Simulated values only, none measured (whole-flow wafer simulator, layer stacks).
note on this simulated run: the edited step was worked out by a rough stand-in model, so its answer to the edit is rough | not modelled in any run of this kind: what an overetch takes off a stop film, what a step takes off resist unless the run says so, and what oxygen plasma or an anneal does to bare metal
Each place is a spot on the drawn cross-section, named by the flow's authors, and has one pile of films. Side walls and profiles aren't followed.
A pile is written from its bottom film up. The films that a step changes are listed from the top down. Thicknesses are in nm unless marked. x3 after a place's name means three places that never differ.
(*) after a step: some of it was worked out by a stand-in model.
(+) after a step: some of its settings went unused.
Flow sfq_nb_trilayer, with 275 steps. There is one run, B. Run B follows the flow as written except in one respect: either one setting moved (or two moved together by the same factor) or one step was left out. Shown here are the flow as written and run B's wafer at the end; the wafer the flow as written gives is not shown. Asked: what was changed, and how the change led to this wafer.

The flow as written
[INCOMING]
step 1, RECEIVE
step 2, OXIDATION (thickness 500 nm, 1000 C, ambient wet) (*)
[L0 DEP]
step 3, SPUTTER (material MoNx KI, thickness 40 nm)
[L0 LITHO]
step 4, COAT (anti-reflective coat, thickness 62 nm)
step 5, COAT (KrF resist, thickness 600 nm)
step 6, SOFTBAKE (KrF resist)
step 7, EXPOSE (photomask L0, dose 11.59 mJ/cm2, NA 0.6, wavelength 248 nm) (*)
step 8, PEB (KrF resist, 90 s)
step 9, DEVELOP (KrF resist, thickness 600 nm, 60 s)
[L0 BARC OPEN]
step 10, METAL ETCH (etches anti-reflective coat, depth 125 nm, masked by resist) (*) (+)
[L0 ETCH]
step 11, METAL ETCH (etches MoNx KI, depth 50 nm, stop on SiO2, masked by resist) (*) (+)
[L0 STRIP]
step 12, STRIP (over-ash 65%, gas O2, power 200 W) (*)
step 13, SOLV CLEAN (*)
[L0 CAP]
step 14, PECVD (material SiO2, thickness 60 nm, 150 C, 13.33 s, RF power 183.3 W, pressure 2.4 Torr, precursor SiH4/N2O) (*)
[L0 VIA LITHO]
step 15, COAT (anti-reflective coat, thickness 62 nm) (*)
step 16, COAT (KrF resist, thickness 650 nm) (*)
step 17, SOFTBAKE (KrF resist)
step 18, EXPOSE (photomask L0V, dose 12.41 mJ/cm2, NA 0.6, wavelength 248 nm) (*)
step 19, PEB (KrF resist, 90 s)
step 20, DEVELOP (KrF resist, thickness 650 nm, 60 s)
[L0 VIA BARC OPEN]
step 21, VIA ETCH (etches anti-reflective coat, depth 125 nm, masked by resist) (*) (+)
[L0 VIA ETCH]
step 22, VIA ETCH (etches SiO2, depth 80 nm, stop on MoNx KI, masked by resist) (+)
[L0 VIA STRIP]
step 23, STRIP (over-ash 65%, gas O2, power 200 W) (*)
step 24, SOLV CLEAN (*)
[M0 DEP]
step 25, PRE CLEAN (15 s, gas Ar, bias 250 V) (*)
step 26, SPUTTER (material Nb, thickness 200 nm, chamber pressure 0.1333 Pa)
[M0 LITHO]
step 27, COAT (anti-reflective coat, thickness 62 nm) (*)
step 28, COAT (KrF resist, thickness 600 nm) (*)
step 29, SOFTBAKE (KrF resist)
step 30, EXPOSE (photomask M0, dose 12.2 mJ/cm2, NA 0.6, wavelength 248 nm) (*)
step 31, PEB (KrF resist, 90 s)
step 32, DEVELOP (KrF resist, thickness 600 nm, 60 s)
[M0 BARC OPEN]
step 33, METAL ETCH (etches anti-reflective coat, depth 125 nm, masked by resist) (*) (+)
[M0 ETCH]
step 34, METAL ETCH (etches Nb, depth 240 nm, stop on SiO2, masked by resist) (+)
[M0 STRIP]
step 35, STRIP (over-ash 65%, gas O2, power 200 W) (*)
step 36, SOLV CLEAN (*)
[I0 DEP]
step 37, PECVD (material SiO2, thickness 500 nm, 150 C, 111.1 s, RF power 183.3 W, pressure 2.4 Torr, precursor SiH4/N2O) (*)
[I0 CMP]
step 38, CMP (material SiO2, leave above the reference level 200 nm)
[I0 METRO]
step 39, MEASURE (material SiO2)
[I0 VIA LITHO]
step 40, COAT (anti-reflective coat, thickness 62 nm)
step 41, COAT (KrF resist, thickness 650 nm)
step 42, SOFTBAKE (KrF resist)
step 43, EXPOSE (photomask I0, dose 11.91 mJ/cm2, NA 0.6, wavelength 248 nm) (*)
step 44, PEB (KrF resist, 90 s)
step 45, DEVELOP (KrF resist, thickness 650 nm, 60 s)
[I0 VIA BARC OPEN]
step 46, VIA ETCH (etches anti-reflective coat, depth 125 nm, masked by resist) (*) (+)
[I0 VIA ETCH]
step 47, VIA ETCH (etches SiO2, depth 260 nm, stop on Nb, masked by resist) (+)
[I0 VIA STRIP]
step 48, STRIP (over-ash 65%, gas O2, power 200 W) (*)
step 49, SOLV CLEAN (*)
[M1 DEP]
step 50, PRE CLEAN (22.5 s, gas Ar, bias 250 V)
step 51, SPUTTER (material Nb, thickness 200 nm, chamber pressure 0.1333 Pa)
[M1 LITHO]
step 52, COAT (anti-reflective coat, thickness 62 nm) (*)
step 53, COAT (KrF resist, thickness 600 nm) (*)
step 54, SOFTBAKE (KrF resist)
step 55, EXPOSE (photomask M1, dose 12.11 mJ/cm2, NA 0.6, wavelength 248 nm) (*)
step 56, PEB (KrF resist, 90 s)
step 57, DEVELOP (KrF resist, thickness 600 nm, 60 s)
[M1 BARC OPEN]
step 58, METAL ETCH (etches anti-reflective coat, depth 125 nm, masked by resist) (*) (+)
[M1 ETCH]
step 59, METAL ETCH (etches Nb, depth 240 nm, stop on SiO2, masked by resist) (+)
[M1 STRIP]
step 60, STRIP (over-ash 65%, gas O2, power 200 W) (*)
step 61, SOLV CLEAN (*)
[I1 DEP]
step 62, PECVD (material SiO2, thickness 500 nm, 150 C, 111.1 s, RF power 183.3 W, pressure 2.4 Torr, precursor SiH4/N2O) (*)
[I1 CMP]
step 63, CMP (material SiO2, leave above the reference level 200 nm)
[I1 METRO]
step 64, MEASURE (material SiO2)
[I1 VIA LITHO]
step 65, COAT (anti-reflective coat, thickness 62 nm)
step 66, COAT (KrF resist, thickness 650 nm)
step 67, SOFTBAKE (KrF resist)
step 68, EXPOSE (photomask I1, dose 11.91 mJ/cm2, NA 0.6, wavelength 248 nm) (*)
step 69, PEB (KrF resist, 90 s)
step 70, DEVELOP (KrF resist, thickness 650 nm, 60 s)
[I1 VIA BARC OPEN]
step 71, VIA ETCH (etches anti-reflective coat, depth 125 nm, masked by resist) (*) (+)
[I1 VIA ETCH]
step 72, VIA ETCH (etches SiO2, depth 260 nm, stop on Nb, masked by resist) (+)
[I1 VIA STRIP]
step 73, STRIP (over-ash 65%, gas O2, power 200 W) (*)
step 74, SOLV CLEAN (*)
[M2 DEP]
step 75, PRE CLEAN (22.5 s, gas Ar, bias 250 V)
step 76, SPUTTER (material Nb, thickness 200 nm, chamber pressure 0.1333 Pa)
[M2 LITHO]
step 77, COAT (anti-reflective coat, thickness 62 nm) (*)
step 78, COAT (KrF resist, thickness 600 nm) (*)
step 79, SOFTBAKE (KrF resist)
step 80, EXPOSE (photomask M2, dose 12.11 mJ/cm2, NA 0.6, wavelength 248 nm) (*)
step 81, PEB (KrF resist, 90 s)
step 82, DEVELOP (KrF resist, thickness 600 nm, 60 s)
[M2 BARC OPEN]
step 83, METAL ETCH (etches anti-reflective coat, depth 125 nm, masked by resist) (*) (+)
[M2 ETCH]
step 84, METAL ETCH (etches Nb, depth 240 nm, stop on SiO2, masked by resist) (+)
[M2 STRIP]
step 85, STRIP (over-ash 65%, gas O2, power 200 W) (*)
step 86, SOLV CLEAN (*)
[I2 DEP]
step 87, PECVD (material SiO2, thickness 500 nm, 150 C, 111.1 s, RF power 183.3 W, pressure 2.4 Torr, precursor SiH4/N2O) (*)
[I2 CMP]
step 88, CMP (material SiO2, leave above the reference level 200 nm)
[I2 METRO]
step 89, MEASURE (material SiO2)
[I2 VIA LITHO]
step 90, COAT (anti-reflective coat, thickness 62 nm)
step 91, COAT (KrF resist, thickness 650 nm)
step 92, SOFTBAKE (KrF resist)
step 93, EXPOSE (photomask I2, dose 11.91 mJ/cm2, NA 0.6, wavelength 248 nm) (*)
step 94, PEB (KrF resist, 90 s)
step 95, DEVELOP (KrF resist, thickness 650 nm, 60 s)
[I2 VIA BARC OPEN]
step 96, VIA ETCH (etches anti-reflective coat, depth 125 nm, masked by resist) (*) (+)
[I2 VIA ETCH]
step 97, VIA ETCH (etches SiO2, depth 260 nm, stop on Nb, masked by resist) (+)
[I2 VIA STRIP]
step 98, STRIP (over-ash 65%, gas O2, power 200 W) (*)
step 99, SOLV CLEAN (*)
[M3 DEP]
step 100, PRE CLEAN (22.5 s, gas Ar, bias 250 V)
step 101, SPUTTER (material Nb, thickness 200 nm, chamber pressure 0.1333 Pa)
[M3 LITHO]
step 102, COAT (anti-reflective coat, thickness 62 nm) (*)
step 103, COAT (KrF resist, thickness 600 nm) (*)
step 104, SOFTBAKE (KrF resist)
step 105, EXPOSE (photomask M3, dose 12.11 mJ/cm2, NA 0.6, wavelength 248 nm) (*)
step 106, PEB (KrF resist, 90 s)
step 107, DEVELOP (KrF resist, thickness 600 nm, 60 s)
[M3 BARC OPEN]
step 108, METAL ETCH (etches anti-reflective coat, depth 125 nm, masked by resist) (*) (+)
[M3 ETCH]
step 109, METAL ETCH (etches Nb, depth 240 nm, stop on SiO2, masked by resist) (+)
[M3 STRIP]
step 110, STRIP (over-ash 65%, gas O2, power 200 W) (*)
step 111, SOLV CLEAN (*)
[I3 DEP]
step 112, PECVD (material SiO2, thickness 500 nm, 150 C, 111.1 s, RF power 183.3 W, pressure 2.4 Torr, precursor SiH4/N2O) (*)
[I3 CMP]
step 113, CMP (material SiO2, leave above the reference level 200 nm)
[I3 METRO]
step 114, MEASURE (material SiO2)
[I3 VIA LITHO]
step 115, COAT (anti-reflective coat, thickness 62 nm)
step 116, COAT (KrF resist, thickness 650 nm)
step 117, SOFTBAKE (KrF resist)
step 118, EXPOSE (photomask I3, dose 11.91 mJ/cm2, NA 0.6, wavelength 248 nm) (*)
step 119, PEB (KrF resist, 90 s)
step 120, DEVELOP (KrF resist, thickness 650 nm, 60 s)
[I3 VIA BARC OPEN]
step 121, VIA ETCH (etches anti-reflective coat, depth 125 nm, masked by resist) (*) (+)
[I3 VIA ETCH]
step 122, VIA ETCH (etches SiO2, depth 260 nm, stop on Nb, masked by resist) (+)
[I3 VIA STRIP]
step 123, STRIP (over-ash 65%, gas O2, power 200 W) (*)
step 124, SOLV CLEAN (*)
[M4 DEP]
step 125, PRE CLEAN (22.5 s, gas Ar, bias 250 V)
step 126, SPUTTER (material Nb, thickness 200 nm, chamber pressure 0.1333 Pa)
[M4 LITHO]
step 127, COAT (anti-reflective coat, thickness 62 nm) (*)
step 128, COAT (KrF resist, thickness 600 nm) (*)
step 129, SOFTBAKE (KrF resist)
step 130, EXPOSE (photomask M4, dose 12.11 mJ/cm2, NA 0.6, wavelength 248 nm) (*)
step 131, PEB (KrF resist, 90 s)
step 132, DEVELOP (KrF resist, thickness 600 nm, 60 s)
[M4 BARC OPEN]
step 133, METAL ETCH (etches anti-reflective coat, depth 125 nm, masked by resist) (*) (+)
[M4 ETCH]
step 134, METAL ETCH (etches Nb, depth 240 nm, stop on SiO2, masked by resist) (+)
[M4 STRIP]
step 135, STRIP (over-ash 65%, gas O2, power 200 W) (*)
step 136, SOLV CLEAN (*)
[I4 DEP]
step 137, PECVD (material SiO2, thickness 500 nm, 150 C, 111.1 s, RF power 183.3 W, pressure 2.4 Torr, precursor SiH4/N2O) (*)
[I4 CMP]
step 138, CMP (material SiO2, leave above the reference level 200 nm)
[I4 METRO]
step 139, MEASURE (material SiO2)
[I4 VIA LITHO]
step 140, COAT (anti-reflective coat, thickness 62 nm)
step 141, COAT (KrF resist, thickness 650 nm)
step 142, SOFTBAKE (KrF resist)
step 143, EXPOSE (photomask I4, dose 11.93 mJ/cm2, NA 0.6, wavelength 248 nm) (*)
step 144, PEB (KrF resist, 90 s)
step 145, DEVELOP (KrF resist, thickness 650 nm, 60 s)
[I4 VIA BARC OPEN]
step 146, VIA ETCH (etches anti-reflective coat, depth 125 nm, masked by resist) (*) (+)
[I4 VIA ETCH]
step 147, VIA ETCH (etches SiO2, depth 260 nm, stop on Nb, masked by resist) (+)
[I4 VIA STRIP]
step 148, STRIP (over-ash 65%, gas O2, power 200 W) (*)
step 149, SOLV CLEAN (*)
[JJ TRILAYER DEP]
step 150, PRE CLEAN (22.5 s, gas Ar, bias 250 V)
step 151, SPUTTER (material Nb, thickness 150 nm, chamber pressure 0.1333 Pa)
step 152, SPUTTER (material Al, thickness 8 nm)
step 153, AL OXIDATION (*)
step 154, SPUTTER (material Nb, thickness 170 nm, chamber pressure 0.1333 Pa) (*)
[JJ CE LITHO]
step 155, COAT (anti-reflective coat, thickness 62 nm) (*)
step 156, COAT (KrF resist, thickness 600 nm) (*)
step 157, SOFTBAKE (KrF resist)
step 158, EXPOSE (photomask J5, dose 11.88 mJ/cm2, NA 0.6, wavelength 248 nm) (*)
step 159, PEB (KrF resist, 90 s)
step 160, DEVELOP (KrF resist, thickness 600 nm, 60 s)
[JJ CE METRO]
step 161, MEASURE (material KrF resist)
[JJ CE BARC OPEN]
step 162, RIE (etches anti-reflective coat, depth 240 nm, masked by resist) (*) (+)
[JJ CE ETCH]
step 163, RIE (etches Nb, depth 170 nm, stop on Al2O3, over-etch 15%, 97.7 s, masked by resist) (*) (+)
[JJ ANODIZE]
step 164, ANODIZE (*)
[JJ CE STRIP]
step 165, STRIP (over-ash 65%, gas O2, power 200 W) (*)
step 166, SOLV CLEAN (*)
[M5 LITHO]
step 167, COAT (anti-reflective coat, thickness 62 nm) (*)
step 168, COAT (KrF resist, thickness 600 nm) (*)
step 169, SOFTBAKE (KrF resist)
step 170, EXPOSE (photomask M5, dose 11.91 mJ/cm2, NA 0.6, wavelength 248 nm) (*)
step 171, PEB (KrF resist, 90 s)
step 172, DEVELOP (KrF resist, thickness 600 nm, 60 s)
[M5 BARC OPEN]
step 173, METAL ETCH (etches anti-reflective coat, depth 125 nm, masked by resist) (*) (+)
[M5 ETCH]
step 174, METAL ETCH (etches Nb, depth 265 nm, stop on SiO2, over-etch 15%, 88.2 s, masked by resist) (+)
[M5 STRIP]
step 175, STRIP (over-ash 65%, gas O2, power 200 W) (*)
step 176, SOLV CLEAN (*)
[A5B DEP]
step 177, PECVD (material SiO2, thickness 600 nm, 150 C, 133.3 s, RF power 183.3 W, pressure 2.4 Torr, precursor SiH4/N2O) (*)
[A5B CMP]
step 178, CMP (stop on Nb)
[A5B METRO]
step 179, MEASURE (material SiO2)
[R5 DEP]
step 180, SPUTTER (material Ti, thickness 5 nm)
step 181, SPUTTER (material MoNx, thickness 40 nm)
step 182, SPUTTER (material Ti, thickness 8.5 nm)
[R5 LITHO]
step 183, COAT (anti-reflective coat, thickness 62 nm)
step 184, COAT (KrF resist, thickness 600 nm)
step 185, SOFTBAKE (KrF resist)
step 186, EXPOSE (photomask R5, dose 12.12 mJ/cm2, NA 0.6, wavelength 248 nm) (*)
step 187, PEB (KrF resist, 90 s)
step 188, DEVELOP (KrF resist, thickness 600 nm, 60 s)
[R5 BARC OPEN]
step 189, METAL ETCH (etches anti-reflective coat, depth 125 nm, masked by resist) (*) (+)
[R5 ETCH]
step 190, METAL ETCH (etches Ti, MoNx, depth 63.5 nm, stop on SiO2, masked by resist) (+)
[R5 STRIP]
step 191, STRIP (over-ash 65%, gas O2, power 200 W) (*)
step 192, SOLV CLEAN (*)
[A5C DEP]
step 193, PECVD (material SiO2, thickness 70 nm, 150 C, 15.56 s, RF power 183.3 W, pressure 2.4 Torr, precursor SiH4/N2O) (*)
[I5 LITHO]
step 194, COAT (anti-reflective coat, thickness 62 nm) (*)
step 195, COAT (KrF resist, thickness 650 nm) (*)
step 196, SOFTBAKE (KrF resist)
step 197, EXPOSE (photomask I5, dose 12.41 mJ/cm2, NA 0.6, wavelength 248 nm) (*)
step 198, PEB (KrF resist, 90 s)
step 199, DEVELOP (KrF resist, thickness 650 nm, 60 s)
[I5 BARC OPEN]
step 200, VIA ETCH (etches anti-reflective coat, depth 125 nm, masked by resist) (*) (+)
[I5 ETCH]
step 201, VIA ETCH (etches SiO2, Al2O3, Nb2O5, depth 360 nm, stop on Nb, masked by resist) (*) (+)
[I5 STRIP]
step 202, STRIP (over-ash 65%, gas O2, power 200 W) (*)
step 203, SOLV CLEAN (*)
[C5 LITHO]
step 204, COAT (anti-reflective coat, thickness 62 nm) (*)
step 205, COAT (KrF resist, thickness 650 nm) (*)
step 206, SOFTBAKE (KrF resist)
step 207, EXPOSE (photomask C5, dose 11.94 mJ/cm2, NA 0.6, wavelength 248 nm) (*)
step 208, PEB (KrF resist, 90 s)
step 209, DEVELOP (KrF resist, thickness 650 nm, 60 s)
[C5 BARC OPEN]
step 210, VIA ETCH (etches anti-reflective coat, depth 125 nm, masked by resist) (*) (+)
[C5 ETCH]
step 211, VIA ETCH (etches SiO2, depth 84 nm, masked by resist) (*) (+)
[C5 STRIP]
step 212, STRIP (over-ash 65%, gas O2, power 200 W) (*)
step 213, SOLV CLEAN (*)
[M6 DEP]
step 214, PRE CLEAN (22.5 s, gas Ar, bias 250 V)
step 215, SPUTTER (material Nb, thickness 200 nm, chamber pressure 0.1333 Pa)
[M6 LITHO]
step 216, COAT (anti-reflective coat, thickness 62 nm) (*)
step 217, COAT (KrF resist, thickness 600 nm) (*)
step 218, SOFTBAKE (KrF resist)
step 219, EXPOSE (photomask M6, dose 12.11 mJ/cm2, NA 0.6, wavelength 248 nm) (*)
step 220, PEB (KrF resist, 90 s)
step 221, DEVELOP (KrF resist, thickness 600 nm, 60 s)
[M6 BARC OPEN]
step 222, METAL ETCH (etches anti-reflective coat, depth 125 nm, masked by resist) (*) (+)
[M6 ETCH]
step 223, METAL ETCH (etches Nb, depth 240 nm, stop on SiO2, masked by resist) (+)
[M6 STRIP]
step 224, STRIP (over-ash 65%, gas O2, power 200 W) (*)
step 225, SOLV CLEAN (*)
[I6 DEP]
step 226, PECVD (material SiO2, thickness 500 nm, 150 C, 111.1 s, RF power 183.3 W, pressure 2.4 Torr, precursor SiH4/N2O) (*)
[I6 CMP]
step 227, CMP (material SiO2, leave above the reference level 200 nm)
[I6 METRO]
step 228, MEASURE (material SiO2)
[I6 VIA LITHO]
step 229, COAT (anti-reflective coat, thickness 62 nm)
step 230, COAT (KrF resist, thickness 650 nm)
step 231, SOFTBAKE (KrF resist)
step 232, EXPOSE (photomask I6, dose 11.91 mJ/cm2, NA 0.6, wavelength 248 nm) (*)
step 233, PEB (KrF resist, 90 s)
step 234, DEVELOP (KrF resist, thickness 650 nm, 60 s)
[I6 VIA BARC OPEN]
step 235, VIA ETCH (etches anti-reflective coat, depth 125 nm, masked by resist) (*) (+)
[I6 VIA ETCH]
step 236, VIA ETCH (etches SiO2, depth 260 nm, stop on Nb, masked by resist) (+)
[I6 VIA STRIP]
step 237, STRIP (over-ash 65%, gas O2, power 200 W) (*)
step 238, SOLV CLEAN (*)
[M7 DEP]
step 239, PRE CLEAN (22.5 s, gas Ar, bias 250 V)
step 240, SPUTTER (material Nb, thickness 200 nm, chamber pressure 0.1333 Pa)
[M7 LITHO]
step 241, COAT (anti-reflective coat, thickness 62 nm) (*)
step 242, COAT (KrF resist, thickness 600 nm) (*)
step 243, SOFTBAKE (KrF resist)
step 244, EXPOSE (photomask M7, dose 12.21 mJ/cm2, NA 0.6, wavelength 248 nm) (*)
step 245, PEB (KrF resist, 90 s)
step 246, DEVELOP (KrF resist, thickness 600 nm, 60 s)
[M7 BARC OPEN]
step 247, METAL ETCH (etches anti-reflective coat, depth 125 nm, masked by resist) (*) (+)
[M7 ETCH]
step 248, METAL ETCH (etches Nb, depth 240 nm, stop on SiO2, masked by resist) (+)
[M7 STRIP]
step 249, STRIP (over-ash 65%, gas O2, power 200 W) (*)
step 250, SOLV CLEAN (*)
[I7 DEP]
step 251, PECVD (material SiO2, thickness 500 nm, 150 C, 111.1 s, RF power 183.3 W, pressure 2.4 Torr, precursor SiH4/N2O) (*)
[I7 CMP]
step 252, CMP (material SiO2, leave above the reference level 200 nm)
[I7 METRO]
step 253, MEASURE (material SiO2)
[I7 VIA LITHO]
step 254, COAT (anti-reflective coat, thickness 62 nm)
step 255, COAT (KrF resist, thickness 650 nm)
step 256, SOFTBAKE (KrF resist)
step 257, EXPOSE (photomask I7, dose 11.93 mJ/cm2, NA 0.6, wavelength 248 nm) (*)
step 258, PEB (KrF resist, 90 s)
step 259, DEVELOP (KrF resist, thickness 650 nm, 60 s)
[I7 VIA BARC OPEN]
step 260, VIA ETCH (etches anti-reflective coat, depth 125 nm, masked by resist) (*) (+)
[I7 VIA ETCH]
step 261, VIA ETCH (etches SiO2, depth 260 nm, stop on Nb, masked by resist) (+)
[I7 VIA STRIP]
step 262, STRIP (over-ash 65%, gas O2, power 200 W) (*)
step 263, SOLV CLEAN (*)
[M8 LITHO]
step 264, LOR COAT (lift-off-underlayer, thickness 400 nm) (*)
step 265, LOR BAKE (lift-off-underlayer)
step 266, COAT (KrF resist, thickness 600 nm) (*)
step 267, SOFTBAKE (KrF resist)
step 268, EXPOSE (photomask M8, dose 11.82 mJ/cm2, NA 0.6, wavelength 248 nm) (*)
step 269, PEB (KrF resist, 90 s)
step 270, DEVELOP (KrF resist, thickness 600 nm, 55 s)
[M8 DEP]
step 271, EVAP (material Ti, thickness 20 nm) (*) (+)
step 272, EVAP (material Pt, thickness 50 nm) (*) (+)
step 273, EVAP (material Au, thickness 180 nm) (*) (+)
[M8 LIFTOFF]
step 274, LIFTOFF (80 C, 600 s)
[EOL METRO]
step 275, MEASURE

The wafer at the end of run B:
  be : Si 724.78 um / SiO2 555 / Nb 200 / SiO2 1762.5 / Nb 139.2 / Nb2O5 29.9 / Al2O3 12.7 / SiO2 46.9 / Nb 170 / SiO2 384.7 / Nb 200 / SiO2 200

What caused this: step 201, VIA ETCH: depth 162 nm was run, whereas the flow has depth 360 nm.

Step by step, how the change led to this:
  step 201, VIA ETCH (etches SiO2, Al2O3, Nb2O5, depth 360 nm, stop on Nb, masked by resist) (*) (+)
      be: SiO2 loses 162 (it would be, as written: SiO2 loses 216.4 (all of it), Al2O3 loses 12.7 (all of it), Nb2O5 loses 29.9 (all of it))
      field_l, v_sur, via_wl and 102 more: KrF resist loses 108 (it would be, as written: KrF resist loses 240)
  step 202, STRIP (over-ash 65%, gas O2, power 200 W) (*)
      p4_fl, p4_fm, p4_w1 and 44 more: KrF resist loses 465.1 (all of it), anti-reflective coat loses 62 (all of it) (it would be, as written: KrF resist loses 333.1 (all of it), anti-reflective coat loses 62 (all of it))
      wl_b_sl, wl_b_m5, wl_b_sr and 13 more: KrF resist loses 465 (all of it), anti-reflective coat loses 62 (all of it) (it would be, as written: KrF resist loses 333 (all of it), anti-reflective coat loses 62 (all of it))
      (as well as at 42 more places)
  step 204, COAT (anti-reflective coat, thickness 62 nm) (*)
      wire: anti-reflective coat gains 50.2 (new film) (it would be, as written: anti-reflective coat gains 47.4 (new film))
      be: anti-reflective coat gains 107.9 (new film) (it would be, as written: anti-reflective coat gains 122.2 (new film))
      (as well as at 1 more place)
  step 205, COAT (KrF resist, thickness 650 nm) (*)
      be: KrF resist gains 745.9 (new film) (it would be, as written: KrF resist gains 815.3 (new film))
  step 212, STRIP (over-ash 65%, gas O2, power 200 W) (*)
      wire: KrF resist loses 561.3 (all of it), anti-reflective coat loses 50.2 (all of it) (it would be, as written: KrF resist loses 555.8 (all of it), anti-reflective coat loses 47.4 (all of it))
      be: KrF resist loses 658.8 (all of it), anti-reflective coat loses 107.9 (all of it) (it would be, as written: KrF resist loses 728.2 (all of it), anti-reflective coat loses 122.2 (all of it))
      (as well as at 1 more place)
  step 214, PRE CLEAN (22.5 s, gas Ar, bias 250 V)
      be: SiO2 loses 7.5 (it would be, as written: Nb loses 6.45)
  step 215, SPUTTER (material Nb, thickness 200 nm, chamber pressure 0.1333 Pa)
      be: Nb gains 170 (new film) (it would be, as written: Nb gains 147.3)
  step 216, COAT (anti-reflective coat, thickness 62 nm) (*)
      wire: anti-reflective coat gains 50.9 (new film) (it would be, as written: anti-reflective coat gains 48.3 (new film))
      be: anti-reflective coat gains 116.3 (new film) (it would be, as written: anti-reflective coat gains 136.7 (new film))
      (as well as at 1 more place)
  step 217, COAT (KrF resist, thickness 600 nm) (*)
      be: KrF resist gains 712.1 (new film) (it would be, as written: KrF resist gains 793.9 (new film))
  step 224, STRIP (over-ash 65%, gas O2, power 200 W) (*)
      wire: KrF resist loses 377.2 (all of it), anti-reflective coat loses 50.9 (all of it) (it would be, as written: KrF resist loses 369.8 (all of it), anti-reflective coat loses 48.3 (all of it))
      be: KrF resist loses 494.2 (all of it), anti-reflective coat loses 116.3 (all of it) (it would be, as written: KrF resist loses 575.8 (all of it), anti-reflective coat loses 136.7 (all of it))
      (as well as at 1 more place)
  step 226, PECVD (material SiO2, thickness 500 nm, 150 C, 111.1 s, RF power 183.3 W, pressure 2.4 Torr, precursor SiH4/N2O) (*)
      be: SiO2 gains 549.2 (new film) (it would be, as written: SiO2 gains 693.5 (new film))
  step 227, CMP (material SiO2, leave above the reference level 200 nm)
      be: SiO2 loses 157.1 (it would be, as written: SiO2 loses 182.7)
With metal films that touch counted as one body, be has 4 bodies (between them, from the top down: SiO2 384.7; SiO2 46.9 / Al2O3 12.7 / Nb2O5 29.9; SiO2 1762.5); the flow as written gives 3 bodies (between them, from the top down: SiO2 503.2; SiO2 1762.5).
